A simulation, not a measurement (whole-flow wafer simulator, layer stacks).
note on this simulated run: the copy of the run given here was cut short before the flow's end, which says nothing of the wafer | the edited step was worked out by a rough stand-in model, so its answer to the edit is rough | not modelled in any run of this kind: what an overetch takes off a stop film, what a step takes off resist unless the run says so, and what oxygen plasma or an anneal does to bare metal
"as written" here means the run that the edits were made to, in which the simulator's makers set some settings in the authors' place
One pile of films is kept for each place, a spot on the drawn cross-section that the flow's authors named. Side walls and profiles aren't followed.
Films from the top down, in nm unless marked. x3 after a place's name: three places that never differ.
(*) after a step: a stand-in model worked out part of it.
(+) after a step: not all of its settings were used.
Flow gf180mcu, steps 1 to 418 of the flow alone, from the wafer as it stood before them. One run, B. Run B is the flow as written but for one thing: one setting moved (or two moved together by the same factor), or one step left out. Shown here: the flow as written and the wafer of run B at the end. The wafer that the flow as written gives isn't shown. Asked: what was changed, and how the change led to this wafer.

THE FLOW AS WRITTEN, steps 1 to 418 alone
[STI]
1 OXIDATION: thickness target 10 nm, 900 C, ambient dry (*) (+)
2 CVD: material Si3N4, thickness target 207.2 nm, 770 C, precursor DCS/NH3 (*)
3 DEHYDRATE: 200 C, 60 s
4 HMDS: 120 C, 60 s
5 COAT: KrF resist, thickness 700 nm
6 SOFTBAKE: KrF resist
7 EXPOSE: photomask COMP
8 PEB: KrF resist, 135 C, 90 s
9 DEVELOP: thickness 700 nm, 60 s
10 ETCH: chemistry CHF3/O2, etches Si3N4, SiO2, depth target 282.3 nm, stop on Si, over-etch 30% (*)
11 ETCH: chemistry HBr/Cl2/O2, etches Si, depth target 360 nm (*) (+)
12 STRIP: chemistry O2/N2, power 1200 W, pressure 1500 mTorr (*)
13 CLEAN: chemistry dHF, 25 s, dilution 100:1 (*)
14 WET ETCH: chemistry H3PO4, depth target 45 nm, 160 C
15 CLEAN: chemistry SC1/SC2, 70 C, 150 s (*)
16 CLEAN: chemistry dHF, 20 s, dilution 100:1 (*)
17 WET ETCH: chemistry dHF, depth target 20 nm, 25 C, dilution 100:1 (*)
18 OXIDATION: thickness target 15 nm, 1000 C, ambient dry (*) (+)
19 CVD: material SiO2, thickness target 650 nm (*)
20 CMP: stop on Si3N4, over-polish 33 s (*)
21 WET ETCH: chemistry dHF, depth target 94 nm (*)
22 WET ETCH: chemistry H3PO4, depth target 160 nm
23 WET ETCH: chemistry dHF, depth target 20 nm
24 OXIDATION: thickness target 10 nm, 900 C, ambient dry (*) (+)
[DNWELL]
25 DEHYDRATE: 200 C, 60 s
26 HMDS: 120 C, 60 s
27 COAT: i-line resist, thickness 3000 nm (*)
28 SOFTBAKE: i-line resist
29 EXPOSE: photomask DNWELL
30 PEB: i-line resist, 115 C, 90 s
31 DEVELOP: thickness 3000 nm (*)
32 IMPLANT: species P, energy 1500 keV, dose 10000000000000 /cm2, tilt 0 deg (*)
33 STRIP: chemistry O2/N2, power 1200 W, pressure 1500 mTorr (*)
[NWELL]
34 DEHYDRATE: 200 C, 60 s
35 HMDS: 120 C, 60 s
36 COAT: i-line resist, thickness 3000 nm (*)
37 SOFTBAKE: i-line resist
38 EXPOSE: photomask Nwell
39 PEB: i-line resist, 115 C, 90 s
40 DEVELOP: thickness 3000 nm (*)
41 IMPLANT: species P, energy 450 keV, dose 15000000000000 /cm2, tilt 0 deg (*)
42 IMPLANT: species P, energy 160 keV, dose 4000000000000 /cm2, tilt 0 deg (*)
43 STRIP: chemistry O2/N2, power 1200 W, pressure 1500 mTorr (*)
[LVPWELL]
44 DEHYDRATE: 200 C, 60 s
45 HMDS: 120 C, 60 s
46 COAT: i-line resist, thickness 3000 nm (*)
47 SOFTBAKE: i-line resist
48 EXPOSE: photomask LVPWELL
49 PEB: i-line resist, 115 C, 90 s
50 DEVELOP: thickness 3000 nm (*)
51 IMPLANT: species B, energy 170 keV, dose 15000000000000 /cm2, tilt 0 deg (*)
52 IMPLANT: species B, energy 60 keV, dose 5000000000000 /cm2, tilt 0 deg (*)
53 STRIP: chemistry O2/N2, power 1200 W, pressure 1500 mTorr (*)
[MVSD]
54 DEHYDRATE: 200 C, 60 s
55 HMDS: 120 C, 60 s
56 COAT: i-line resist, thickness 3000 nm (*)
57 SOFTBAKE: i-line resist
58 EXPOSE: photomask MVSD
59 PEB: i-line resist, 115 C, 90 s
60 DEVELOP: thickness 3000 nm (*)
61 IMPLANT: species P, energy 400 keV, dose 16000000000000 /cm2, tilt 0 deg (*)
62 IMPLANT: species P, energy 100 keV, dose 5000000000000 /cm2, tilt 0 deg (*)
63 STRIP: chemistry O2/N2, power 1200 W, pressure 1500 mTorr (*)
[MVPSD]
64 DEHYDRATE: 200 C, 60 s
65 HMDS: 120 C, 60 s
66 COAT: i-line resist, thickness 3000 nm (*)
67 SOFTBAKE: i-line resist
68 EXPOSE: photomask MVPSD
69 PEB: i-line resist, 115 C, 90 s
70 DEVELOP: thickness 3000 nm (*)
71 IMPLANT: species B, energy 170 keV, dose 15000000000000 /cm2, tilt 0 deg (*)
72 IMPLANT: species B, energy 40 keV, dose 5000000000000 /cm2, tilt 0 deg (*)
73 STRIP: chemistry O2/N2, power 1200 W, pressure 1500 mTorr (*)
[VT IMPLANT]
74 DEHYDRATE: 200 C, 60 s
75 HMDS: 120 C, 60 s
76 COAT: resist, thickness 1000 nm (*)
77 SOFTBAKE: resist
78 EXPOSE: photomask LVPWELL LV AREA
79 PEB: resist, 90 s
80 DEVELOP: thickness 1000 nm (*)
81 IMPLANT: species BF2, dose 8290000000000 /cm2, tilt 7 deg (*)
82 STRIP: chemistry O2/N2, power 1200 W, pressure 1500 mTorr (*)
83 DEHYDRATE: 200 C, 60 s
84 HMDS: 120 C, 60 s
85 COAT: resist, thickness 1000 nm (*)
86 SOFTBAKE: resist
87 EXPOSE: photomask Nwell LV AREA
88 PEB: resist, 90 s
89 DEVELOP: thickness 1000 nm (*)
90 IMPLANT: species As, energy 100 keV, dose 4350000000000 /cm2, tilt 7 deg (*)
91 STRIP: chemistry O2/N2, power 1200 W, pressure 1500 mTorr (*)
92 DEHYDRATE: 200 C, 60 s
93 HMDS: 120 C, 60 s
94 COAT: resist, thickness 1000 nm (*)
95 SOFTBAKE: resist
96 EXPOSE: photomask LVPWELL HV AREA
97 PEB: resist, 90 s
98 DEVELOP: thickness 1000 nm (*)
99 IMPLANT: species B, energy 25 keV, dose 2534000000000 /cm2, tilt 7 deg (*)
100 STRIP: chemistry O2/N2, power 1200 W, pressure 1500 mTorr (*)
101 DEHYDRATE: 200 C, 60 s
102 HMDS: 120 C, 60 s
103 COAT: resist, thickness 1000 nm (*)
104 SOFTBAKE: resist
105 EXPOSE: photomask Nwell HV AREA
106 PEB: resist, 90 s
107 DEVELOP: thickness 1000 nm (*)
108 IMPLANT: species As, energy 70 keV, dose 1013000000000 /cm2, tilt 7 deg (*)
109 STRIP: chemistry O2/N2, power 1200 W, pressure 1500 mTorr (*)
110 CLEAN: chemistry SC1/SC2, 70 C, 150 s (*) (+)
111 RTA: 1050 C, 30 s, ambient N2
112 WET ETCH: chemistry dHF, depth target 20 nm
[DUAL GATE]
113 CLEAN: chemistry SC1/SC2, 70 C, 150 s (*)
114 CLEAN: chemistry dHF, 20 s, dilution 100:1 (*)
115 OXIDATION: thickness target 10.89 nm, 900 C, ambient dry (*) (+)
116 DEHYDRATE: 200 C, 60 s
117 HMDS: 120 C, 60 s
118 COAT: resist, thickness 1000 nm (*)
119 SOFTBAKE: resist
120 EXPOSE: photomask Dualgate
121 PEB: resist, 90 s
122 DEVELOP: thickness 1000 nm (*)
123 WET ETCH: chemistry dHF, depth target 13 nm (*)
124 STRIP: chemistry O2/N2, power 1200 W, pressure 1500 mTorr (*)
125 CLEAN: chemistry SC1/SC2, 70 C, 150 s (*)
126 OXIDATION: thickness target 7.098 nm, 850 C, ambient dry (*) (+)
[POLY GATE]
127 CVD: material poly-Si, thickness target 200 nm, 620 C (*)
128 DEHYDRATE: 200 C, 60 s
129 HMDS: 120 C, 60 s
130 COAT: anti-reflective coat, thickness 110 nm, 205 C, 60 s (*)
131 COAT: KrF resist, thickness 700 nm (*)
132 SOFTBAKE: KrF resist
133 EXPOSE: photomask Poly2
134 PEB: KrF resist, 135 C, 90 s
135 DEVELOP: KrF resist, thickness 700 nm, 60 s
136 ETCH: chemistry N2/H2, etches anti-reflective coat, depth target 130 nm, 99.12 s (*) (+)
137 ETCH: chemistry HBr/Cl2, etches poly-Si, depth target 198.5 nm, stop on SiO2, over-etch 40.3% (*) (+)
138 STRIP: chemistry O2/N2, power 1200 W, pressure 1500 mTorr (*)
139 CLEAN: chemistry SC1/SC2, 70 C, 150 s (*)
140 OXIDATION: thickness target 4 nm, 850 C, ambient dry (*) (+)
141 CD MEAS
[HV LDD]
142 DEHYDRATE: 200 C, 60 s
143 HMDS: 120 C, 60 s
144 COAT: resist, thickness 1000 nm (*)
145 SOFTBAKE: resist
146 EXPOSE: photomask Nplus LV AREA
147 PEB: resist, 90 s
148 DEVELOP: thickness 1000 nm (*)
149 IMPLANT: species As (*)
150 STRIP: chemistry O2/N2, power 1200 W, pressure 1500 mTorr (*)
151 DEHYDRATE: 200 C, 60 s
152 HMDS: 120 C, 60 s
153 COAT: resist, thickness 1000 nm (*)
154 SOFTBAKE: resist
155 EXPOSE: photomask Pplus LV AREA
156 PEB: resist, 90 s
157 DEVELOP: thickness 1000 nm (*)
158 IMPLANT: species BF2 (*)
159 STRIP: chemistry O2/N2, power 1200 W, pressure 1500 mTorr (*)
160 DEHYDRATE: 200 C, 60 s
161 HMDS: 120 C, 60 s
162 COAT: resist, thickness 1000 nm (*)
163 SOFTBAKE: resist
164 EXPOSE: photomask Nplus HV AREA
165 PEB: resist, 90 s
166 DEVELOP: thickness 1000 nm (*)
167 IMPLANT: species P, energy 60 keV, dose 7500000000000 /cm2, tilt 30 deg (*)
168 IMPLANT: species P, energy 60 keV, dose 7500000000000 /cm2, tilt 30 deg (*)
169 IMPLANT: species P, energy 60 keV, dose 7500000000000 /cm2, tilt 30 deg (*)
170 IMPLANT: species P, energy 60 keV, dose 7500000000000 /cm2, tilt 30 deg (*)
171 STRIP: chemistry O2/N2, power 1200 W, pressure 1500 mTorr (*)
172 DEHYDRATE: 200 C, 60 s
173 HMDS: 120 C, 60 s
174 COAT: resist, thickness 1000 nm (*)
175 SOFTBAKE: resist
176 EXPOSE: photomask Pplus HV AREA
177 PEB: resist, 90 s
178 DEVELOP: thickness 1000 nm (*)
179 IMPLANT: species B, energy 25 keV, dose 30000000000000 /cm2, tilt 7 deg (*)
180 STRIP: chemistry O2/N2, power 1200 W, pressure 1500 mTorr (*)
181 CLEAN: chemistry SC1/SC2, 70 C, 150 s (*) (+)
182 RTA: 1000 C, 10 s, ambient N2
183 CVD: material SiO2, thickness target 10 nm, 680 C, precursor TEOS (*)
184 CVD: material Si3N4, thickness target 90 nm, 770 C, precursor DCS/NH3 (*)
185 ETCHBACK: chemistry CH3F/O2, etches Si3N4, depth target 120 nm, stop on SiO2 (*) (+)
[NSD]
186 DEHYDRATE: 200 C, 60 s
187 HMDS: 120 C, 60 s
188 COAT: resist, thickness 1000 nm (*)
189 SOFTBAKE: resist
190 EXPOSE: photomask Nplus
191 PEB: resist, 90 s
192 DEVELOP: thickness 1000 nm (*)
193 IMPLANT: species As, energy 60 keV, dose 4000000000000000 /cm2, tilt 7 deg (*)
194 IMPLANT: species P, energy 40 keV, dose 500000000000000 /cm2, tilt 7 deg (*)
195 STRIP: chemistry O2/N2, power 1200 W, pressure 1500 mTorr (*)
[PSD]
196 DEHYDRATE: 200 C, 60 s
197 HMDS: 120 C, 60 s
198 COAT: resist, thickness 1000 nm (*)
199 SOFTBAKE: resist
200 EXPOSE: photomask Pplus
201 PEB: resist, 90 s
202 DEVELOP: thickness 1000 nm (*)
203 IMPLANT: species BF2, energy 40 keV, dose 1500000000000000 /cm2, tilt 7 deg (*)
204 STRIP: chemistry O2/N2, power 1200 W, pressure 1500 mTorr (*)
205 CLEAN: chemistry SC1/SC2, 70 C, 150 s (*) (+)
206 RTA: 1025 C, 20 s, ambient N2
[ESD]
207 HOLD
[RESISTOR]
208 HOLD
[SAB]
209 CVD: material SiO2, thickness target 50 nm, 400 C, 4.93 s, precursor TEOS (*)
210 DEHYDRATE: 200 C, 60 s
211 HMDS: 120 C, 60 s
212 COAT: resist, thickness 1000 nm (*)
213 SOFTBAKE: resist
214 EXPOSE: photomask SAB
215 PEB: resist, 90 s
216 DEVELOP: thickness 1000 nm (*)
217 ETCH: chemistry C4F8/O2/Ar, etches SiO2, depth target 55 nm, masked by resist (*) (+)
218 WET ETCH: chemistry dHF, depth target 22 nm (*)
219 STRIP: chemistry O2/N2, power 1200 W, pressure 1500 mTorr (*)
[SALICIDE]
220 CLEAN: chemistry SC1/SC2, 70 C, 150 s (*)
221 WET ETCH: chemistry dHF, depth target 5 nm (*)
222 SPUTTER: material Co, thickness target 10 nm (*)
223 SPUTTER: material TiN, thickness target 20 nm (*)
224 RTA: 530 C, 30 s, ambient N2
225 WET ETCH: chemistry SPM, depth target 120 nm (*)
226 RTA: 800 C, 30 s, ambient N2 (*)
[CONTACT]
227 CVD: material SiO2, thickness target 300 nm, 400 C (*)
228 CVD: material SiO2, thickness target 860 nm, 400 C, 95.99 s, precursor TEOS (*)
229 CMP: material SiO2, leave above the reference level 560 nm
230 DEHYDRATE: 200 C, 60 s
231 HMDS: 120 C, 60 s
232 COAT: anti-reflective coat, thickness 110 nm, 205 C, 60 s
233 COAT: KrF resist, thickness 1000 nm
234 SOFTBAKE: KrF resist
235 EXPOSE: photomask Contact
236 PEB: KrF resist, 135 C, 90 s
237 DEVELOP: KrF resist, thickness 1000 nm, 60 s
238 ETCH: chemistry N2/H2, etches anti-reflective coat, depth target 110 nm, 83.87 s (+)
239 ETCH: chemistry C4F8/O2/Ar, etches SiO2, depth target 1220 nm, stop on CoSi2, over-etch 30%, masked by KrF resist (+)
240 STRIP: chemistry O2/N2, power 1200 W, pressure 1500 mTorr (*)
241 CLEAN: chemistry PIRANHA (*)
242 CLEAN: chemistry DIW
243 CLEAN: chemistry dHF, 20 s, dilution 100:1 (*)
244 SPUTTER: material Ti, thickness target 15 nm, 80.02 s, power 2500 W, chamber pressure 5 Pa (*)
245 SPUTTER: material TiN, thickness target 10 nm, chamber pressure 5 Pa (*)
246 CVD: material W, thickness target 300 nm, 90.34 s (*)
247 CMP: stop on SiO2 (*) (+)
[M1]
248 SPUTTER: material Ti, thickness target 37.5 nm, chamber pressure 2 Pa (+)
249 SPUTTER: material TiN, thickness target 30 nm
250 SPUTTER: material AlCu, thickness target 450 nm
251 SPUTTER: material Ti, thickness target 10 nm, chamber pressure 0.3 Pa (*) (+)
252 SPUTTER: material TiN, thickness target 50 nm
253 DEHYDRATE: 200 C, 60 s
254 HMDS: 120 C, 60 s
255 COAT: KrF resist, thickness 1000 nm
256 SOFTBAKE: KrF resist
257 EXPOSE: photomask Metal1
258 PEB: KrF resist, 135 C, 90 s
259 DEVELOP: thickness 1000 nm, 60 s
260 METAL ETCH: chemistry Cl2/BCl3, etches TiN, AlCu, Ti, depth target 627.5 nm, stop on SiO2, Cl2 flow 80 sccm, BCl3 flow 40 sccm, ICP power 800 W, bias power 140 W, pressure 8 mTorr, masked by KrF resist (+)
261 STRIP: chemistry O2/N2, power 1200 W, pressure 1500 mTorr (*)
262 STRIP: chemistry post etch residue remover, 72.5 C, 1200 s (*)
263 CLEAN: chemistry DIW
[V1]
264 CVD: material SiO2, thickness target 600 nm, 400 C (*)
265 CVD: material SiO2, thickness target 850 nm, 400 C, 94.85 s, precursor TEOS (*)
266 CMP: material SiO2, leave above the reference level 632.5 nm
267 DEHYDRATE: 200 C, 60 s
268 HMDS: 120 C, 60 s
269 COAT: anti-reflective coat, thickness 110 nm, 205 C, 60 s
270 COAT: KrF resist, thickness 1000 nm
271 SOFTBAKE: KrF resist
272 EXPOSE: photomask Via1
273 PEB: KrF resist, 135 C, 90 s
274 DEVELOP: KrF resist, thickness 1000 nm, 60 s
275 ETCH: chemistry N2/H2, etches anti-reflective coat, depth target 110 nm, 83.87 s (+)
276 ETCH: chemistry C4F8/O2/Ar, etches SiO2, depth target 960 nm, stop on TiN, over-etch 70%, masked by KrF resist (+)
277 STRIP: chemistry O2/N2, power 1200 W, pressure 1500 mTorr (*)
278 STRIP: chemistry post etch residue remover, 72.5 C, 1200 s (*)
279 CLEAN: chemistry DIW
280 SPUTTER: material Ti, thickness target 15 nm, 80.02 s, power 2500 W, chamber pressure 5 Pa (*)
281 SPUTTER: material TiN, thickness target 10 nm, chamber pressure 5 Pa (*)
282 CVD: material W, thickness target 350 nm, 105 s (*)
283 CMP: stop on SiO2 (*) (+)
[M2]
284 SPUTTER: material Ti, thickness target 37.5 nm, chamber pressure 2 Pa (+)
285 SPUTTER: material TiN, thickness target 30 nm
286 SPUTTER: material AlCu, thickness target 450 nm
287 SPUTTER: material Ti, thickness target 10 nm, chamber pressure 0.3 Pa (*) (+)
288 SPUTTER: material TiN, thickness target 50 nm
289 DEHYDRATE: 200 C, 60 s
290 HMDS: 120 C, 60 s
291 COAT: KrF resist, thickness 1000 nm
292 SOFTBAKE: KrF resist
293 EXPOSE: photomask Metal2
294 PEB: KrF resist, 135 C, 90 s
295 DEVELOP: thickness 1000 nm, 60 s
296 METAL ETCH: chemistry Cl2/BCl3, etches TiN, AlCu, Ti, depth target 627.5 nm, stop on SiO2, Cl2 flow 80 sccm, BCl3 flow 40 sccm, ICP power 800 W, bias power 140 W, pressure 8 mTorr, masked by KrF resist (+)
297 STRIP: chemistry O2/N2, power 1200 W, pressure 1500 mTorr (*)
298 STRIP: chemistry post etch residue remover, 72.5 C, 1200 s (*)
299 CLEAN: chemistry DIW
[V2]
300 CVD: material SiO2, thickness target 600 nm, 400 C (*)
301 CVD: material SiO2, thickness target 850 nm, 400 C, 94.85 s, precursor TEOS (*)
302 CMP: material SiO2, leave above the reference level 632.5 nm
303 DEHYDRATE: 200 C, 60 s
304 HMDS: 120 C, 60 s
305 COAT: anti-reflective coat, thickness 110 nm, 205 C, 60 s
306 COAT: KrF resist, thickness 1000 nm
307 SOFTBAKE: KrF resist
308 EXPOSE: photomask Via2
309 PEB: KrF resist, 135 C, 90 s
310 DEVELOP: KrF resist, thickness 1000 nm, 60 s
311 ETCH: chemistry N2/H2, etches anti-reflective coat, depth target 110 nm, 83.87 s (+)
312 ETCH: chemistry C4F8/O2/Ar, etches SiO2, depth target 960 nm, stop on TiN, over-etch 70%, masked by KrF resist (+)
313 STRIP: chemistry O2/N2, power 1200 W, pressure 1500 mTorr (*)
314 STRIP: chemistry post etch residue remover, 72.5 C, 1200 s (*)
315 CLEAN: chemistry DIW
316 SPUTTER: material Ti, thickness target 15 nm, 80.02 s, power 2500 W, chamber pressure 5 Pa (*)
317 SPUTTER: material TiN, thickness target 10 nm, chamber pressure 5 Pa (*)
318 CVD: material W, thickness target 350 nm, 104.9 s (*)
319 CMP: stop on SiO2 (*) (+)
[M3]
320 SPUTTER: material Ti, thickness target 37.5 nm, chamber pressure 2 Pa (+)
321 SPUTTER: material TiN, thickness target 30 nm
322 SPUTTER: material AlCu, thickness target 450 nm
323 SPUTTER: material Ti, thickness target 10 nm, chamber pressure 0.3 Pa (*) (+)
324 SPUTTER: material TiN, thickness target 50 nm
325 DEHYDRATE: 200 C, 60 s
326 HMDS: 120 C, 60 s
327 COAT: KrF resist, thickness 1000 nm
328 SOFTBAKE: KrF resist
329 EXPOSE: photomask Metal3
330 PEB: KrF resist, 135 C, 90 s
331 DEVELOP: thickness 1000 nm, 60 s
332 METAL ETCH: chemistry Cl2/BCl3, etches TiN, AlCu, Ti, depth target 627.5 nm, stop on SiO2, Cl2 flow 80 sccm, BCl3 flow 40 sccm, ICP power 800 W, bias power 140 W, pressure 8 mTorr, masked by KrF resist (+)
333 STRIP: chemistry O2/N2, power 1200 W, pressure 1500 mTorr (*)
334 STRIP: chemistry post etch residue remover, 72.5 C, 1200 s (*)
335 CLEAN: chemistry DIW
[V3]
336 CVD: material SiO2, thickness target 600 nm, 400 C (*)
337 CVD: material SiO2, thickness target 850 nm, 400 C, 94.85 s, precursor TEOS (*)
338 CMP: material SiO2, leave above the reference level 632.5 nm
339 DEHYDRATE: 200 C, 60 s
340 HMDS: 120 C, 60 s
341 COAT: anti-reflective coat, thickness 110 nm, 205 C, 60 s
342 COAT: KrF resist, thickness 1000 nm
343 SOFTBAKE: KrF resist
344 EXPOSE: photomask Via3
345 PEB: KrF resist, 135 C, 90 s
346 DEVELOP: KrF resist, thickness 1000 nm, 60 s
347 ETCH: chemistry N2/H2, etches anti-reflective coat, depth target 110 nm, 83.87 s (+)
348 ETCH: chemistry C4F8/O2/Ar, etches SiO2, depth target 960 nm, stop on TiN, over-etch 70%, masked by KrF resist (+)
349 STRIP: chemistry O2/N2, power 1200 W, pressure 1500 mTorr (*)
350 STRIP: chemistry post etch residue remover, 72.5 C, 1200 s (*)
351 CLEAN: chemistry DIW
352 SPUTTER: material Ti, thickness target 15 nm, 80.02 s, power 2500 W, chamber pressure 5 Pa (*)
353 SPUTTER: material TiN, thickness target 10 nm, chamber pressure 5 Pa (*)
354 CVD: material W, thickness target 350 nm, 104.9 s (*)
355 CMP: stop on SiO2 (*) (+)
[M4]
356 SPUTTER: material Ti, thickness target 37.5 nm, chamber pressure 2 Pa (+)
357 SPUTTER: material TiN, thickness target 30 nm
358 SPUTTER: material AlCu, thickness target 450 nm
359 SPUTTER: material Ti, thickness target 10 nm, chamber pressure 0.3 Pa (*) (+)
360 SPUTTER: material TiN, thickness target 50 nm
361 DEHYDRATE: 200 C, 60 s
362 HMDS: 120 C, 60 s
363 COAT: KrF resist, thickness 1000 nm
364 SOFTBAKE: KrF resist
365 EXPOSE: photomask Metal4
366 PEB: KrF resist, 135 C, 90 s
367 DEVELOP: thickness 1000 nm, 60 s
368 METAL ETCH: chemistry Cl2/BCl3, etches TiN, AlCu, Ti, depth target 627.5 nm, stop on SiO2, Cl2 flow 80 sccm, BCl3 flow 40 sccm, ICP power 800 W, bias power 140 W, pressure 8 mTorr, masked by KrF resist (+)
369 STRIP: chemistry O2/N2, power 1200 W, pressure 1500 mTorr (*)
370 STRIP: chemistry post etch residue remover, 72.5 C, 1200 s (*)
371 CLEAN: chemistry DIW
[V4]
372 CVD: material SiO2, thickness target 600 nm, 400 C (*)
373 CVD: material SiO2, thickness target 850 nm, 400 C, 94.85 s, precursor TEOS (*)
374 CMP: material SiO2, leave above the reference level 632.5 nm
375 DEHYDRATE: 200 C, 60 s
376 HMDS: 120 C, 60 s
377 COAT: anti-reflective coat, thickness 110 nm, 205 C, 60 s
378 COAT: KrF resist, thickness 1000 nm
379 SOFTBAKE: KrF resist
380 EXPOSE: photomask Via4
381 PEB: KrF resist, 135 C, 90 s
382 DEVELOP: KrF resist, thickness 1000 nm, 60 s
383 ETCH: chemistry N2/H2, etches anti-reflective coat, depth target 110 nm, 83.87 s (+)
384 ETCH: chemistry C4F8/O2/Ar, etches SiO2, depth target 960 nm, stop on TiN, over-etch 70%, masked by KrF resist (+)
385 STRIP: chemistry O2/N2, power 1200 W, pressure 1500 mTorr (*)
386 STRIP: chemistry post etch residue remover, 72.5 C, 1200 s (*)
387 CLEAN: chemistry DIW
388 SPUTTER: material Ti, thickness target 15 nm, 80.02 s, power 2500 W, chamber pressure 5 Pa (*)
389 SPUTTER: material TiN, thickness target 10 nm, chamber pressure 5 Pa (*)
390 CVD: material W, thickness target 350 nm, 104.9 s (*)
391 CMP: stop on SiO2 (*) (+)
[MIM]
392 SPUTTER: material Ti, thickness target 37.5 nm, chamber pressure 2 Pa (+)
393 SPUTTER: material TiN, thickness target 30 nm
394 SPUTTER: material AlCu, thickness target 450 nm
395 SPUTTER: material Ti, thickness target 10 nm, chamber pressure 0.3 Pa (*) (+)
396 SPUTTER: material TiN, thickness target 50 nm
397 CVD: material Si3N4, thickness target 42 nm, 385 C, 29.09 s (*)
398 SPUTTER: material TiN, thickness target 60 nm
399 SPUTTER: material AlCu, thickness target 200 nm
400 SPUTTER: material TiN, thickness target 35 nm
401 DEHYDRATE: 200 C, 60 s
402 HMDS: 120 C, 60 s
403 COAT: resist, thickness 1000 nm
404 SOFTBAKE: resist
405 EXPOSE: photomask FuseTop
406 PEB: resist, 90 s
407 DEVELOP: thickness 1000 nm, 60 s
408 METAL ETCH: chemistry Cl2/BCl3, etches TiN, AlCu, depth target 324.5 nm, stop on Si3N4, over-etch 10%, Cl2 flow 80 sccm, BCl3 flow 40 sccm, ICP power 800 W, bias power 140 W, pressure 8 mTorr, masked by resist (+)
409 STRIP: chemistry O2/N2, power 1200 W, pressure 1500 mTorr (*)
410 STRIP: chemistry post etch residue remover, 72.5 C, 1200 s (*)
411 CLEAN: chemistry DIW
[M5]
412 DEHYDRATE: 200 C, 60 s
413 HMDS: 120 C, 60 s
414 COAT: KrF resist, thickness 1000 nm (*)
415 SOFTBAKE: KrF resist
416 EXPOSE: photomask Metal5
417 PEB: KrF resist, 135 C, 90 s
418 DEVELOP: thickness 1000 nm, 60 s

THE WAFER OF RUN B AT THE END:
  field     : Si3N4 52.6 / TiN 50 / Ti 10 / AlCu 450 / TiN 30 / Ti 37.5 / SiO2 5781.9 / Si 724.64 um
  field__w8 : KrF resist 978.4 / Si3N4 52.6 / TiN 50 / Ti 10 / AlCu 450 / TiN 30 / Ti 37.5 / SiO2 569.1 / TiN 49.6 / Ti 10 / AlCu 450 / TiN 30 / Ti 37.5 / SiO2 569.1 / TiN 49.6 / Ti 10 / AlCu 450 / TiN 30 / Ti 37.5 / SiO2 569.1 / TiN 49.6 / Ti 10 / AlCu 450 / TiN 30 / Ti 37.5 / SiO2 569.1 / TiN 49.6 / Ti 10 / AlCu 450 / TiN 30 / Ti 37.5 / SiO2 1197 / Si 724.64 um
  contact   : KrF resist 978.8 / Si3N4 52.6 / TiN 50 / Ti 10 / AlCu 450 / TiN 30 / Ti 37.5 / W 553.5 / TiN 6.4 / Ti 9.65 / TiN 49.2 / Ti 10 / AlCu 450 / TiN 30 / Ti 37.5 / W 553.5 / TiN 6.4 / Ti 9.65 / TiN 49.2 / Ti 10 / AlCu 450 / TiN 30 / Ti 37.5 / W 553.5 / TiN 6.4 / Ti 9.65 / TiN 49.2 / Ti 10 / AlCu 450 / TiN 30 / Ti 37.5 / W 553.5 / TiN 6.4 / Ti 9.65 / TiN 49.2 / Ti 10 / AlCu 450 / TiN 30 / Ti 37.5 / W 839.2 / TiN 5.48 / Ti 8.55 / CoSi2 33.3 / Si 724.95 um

The cause: step 397, CVD: 36.72 s was run, where the flow has 29.09 s.

How the change led to this, step by step:
  397 CVD: material Si3N4, thickness target 42 nm, 385 C, 29.09 s (*)
      field, field__w1, field__w2 and 108 more: Si3N4 +53 (new film) (as written it would be: Si3N4 +42 (new film))
